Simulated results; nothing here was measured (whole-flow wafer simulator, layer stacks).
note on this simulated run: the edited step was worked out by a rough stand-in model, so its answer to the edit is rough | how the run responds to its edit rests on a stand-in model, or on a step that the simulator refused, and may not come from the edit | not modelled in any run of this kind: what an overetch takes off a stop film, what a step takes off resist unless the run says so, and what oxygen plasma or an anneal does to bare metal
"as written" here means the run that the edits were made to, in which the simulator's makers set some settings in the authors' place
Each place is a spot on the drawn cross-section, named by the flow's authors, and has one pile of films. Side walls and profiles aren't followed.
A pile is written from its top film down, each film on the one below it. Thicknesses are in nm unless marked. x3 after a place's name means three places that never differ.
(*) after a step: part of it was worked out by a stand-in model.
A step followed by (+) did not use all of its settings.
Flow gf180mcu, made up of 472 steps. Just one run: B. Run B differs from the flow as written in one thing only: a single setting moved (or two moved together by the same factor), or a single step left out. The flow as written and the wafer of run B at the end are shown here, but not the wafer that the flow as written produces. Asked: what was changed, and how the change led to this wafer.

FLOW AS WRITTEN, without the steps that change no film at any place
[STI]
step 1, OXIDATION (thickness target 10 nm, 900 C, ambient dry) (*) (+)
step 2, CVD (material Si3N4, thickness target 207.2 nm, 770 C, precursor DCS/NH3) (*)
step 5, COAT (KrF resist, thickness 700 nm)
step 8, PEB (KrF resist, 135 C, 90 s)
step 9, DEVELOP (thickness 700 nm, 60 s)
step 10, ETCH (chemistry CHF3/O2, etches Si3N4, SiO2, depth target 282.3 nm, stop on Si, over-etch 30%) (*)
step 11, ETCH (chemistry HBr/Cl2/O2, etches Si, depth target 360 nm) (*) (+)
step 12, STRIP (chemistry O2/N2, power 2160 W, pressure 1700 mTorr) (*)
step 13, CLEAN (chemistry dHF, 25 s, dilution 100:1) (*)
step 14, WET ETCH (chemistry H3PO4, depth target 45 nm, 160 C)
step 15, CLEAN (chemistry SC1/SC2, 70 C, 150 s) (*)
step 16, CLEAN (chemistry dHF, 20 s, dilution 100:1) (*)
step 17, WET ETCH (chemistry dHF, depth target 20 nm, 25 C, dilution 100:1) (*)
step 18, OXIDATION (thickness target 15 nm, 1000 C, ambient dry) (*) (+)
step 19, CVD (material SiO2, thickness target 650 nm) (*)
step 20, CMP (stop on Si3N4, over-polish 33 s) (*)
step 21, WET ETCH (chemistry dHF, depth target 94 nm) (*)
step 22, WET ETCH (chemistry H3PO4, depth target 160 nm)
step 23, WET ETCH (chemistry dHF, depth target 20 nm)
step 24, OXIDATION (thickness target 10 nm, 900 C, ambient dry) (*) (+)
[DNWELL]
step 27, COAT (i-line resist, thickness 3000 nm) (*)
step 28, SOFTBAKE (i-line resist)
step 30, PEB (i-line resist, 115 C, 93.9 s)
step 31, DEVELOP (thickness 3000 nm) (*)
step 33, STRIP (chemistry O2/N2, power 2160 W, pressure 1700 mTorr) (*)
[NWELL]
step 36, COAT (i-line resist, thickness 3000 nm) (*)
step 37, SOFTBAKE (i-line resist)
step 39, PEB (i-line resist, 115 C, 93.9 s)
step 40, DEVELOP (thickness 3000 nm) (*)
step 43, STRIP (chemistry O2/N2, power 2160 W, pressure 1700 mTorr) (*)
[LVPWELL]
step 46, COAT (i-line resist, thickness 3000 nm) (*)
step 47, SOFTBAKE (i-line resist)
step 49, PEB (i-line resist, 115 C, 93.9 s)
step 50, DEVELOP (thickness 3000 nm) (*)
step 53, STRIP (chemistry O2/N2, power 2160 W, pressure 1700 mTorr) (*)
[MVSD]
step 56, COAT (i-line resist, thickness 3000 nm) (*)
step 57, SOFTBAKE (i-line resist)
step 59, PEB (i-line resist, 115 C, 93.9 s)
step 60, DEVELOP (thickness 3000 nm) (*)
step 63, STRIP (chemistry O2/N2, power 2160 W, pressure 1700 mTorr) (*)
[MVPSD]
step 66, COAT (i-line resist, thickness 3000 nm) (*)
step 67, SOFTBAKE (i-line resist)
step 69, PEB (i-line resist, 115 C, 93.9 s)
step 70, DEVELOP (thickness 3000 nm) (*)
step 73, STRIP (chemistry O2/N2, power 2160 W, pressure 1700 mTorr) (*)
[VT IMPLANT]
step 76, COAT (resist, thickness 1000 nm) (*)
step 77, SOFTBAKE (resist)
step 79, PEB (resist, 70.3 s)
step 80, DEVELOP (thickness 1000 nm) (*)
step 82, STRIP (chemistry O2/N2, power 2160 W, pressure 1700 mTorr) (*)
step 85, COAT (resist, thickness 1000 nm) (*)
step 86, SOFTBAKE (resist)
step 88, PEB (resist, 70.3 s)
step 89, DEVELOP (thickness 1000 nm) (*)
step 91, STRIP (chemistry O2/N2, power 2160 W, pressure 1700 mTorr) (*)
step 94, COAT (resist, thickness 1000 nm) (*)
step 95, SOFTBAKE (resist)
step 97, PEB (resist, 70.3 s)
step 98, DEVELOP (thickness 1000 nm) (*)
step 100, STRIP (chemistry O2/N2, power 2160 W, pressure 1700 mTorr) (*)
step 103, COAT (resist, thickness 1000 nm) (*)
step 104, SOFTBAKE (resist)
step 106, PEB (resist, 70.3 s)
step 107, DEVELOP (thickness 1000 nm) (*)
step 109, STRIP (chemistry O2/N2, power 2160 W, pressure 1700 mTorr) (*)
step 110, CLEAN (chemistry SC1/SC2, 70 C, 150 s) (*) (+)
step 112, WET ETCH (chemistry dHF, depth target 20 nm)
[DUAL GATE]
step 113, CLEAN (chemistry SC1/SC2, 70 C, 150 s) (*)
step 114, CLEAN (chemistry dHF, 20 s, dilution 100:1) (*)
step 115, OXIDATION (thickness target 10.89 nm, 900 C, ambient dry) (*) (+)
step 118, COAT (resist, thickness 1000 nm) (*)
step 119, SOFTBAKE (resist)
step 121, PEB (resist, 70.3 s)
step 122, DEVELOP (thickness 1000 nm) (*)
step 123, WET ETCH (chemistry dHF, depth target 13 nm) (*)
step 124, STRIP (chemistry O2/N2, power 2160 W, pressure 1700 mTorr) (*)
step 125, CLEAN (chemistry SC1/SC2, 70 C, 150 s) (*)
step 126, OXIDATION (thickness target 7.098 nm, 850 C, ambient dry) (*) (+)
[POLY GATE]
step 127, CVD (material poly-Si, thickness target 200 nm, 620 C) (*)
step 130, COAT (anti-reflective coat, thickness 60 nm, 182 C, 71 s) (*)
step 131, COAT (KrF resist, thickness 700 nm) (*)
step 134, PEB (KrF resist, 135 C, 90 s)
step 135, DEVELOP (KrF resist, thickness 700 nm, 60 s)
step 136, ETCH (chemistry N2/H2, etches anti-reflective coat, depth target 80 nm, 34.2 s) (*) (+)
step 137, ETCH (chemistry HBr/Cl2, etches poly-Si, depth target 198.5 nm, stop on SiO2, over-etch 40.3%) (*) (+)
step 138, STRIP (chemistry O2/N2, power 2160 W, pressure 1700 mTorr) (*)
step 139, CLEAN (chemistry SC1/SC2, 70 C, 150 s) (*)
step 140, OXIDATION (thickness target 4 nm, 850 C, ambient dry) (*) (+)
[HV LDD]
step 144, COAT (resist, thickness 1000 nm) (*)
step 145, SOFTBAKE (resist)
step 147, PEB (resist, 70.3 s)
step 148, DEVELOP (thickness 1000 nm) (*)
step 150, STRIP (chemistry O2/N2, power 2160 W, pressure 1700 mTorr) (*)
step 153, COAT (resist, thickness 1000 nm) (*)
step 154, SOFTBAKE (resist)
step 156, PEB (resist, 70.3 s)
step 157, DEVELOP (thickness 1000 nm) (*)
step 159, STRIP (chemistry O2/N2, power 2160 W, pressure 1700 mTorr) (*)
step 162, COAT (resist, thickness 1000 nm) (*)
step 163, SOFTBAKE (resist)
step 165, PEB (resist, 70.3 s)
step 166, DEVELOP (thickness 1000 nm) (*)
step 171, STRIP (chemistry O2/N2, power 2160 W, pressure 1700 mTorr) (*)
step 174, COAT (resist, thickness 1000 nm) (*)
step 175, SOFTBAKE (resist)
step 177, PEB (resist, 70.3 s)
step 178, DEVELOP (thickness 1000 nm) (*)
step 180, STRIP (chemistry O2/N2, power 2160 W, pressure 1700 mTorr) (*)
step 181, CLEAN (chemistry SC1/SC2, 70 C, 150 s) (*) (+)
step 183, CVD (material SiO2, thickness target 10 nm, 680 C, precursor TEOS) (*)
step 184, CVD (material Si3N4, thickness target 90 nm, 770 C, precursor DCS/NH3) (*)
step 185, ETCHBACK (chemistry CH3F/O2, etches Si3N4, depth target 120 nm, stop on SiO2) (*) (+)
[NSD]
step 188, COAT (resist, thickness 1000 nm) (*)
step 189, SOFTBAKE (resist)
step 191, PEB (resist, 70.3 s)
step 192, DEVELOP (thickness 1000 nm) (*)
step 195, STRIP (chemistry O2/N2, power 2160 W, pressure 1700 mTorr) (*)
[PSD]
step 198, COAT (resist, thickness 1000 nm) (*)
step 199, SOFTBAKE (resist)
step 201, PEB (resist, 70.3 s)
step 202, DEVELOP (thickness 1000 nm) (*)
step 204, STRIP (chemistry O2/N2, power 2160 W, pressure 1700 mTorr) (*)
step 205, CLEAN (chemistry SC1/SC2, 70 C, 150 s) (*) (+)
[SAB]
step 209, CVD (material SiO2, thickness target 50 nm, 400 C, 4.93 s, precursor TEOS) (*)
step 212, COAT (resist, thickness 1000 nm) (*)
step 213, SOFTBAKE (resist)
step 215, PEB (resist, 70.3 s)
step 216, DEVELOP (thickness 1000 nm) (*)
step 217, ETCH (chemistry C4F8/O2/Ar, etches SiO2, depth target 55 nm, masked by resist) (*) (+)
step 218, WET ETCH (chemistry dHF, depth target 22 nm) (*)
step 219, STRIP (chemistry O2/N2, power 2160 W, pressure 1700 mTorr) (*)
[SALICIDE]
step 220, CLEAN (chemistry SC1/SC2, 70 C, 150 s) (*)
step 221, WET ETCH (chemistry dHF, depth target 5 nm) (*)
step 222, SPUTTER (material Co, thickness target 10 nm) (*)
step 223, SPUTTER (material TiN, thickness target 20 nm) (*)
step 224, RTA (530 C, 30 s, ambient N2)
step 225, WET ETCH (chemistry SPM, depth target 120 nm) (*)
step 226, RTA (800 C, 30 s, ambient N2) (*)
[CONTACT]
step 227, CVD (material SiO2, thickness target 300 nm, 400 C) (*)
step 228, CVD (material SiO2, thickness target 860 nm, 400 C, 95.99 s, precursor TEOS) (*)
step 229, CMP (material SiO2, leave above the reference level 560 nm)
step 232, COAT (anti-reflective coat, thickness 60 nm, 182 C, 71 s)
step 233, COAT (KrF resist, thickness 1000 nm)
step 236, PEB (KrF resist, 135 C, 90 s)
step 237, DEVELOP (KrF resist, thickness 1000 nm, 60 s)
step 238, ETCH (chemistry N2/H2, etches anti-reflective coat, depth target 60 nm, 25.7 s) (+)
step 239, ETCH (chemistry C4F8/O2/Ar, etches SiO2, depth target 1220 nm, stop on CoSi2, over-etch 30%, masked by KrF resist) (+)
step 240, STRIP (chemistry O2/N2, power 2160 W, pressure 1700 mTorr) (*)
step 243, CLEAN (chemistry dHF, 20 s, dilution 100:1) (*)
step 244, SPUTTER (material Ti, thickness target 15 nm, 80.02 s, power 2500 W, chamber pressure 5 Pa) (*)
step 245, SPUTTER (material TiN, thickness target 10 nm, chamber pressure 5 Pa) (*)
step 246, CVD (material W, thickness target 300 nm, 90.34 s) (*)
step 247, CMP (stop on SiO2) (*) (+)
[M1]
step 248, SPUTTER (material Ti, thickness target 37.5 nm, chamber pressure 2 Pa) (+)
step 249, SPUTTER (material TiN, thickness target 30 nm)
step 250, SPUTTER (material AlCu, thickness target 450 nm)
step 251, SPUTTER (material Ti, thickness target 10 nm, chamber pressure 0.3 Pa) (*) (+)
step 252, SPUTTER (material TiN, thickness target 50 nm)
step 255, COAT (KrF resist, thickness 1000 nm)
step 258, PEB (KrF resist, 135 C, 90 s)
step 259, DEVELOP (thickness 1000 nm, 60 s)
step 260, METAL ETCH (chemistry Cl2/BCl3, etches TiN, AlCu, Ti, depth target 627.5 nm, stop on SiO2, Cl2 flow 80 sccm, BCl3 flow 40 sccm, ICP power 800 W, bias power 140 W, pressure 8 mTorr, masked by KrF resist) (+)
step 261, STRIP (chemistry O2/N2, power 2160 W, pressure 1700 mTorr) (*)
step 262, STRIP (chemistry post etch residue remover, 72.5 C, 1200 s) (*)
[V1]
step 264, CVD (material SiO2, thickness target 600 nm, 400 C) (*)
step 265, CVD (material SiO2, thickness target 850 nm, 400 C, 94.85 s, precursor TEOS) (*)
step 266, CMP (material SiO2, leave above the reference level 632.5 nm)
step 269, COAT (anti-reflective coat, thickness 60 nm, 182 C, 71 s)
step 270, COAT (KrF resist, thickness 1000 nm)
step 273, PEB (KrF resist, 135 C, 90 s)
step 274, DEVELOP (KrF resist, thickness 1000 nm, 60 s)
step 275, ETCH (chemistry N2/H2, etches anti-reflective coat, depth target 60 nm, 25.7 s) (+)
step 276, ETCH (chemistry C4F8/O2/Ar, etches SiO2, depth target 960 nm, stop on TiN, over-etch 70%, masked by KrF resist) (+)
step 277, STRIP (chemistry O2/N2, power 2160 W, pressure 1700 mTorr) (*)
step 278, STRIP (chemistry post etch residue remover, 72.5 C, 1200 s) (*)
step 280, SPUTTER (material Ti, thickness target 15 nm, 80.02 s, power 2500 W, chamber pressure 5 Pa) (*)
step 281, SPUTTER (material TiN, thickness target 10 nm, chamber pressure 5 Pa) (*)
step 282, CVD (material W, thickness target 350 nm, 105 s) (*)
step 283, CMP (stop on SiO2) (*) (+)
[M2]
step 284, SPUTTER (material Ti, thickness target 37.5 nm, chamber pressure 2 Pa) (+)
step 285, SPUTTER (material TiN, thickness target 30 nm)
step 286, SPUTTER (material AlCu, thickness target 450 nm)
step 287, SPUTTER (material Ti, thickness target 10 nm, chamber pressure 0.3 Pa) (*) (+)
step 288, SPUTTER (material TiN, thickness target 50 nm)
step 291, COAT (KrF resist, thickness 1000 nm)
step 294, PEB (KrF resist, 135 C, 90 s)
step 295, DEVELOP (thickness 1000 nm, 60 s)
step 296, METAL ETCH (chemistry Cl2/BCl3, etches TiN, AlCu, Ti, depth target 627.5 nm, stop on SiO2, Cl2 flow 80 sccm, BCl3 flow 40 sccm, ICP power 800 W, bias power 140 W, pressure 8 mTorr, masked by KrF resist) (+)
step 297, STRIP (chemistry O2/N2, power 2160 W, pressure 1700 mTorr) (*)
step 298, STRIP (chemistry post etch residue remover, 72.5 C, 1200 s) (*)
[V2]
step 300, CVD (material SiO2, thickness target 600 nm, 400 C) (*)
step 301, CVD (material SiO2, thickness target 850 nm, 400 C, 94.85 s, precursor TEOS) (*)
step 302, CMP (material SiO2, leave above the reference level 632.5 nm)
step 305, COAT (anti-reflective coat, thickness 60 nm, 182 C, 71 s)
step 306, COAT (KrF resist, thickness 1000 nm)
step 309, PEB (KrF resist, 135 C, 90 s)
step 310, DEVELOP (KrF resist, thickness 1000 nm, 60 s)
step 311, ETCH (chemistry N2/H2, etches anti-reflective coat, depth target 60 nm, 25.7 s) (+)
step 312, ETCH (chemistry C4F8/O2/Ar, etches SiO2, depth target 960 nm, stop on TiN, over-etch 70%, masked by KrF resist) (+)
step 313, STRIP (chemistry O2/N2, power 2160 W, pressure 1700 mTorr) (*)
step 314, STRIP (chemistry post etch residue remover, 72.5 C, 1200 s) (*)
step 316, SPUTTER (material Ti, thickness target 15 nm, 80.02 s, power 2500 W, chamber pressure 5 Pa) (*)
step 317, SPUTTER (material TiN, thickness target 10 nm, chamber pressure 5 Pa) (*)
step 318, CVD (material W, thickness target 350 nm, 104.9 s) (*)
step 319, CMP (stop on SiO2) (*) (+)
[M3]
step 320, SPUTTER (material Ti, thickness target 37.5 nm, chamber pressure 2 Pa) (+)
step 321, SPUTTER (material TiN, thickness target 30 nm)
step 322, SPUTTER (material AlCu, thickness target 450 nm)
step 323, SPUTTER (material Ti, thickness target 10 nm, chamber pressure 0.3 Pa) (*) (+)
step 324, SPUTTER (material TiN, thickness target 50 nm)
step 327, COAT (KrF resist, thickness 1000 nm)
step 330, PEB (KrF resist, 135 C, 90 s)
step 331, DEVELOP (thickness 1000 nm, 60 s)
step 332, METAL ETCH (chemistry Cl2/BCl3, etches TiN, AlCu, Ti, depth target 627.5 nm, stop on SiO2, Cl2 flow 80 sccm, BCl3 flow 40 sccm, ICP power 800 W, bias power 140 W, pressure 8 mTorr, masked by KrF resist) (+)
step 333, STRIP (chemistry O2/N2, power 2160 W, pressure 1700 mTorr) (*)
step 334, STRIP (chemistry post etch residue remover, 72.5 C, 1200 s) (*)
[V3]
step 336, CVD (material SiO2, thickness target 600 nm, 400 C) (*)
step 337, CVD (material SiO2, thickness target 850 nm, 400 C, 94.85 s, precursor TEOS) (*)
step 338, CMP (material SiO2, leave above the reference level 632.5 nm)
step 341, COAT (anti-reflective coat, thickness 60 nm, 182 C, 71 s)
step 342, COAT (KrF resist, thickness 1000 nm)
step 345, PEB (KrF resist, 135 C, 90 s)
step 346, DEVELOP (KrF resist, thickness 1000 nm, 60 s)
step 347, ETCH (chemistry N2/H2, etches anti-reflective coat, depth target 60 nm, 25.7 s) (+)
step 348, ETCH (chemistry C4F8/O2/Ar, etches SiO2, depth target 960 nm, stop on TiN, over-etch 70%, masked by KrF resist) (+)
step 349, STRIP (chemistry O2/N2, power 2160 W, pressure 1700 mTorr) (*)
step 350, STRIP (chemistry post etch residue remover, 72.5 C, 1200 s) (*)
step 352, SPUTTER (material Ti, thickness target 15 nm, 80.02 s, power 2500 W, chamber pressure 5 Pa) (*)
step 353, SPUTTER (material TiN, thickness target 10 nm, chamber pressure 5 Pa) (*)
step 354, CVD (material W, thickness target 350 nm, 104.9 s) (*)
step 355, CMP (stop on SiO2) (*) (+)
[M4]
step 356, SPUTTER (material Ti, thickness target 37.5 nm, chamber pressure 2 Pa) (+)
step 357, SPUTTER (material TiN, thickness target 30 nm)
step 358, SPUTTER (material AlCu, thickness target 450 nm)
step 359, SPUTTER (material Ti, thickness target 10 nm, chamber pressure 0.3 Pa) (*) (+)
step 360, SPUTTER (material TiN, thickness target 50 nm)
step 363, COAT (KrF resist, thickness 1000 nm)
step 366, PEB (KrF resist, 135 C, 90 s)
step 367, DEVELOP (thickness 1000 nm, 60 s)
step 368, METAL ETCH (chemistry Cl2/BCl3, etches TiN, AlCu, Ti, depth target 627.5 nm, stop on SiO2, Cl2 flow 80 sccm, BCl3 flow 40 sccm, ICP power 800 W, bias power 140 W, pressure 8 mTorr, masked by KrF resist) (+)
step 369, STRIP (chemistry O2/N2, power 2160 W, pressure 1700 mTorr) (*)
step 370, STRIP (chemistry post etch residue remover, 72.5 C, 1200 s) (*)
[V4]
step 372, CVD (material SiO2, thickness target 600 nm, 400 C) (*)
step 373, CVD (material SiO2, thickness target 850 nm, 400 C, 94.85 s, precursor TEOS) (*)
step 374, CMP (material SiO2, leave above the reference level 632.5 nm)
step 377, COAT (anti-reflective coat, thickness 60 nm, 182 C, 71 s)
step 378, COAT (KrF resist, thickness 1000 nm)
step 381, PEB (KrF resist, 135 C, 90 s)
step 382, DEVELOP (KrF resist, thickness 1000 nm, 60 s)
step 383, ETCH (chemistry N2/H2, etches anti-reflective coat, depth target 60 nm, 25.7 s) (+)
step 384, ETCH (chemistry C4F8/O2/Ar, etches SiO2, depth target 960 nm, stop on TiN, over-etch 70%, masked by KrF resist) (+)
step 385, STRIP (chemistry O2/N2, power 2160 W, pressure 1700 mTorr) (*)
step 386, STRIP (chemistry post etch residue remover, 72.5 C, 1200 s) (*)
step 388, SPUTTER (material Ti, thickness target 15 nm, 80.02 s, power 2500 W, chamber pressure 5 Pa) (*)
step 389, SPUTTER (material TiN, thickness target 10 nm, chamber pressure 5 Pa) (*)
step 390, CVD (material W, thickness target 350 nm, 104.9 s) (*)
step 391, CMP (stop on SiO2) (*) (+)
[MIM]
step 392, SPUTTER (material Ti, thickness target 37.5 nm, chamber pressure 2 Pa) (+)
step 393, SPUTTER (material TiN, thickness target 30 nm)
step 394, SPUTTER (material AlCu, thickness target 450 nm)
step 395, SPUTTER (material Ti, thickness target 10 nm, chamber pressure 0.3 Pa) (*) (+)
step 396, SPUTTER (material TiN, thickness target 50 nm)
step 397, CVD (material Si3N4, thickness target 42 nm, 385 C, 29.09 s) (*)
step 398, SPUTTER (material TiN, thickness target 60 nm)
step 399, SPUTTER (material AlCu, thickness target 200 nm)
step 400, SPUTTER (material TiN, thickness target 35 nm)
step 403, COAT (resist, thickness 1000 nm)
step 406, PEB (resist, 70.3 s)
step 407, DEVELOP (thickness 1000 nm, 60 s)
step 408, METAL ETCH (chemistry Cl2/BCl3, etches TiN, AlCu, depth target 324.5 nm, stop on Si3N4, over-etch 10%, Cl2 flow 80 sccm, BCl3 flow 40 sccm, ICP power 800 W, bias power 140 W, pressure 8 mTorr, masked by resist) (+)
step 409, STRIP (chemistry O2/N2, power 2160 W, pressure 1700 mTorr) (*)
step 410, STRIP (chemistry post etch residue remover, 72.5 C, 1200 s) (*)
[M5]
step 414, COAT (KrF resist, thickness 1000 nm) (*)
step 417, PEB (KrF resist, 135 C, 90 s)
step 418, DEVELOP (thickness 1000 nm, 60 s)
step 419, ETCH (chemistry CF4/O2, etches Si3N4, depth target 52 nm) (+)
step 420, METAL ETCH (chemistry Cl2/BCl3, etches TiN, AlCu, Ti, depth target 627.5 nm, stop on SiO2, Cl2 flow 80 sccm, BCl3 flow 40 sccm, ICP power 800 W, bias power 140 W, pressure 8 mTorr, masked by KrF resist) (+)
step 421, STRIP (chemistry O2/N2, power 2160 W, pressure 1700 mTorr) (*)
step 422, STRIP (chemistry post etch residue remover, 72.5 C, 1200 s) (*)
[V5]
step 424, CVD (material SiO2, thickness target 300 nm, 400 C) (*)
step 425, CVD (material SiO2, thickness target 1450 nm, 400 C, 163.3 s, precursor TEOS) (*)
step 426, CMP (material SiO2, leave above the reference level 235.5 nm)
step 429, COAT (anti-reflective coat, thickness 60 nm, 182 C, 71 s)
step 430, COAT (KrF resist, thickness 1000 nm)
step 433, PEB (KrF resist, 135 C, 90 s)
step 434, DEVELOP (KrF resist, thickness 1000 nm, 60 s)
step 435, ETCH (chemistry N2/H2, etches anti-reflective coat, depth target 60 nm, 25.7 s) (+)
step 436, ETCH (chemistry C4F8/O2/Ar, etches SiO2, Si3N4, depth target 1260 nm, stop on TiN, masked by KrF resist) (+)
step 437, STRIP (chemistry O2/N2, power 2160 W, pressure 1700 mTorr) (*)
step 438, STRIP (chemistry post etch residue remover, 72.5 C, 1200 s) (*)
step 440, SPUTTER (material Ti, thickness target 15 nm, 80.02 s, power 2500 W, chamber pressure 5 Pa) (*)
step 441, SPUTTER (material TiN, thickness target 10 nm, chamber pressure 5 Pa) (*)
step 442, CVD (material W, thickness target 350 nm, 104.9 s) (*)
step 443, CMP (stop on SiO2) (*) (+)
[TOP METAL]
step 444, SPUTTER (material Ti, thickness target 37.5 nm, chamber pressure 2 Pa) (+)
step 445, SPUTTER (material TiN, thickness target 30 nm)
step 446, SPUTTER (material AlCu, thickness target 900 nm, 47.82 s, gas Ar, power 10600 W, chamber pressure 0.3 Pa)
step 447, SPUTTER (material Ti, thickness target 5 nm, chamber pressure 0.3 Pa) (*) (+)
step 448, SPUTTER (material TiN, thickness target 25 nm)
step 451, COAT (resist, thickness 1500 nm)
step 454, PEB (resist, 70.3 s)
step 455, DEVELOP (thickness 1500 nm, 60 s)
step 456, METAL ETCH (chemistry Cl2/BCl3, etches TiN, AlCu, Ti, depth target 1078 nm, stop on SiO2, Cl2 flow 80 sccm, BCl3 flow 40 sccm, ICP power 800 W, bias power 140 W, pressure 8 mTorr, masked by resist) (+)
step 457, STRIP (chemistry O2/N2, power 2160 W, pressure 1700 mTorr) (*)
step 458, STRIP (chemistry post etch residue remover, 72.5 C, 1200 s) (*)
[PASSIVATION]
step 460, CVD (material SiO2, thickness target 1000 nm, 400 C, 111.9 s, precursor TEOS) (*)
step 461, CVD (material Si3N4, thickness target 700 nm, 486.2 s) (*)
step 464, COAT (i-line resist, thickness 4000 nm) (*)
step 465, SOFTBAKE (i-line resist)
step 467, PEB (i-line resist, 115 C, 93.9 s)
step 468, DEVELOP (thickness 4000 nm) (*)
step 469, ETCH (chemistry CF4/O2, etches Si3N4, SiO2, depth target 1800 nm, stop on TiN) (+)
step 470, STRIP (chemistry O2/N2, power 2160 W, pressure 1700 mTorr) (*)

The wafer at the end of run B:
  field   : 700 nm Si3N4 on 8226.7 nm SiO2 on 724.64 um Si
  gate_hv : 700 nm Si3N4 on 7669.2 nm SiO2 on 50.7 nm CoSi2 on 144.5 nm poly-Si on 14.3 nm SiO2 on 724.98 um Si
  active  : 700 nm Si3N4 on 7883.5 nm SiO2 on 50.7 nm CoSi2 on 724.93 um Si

What caused this: step 222, SPUTTER: thickness target 14.5 nm was run, though the flow has thickness target 10 nm.

How this came from the change, step by step:
  step 222, SPUTTER (material Co, thickness target 10 nm) (*)
      field, field__w7, field__w8 and 72 more: Co gains 14.5 (new film) (it would be, as written: Co gains 10 (new film))
      field__w6, field_sub, field_sub__w2: Co gains 14.4 (new film) (it would be, as written: Co gains 9.95 (new film))
      (also at 33 further places)
  step 223, SPUTTER (material TiN, thickness target 20 nm) (*)
      field__w12: TiN gains 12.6 (new film) (it would be, as written: TiN gains 12 (new film))
  step 224, RTA (530 C, 30 s, ambient N2)
      gate, gate_hv, gate_p and 22 more: under 1 film: CoSi gains 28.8 (new film), Co loses 14.5 (all of it), poly-Si loses 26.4 (it would be, as written: under 1 film: CoSi gains 19.9 (new film), Co loses 10 (all of it), poly-Si loses 18.2)
      active, p_well, sd_n and 11 more: under 1 film: CoSi gains 28.8 (new film), Co loses 14.5 (all of it), Si loses 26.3 (it would be, as written: under 1 film: CoSi gains 19.9 (new film), Co loses 10 (all of it), Si loses 18.1)
      (also at 10 further places)
  step 225, WET ETCH (chemistry SPM, depth target 120 nm) (*)
      field, field__w7, field__w8 and 32 more: TiN loses 20 (all of it), Co loses 14.5 (all of it) (it would be, as written: TiN loses 20 (all of it), Co loses 10 (all of it))
      field__w9, nw_enc_fld_lv__w3: TiN loses 19.1 (all of it), Co loses 13.9 (all of it) (it would be, as written: TiN loses 19.1 (all of it), Co loses 9.6 (all of it))
      (also at 25 further places)
  step 226, RTA (800 C, 30 s, ambient N2) (*)
      gate, gate_hv, gate_p and 22 more: CoSi2 gains 50.7 (new film), CoSi loses 28.8 (all of it), poly-Si loses 26.4 (it would be, as written: CoSi2 gains 35 (new film), CoSi loses 19.9 (all of it), poly-Si loses 18.2)
      active, p_well, sd_n and 11 more: CoSi2 gains 50.7 (new film), CoSi loses 28.8 (all of it), Si loses 26.3 (it would be, as written: CoSi2 gains 35 (new film), CoSi loses 19.9 (all of it), Si loses 18.1)
      (also at 10 further places)
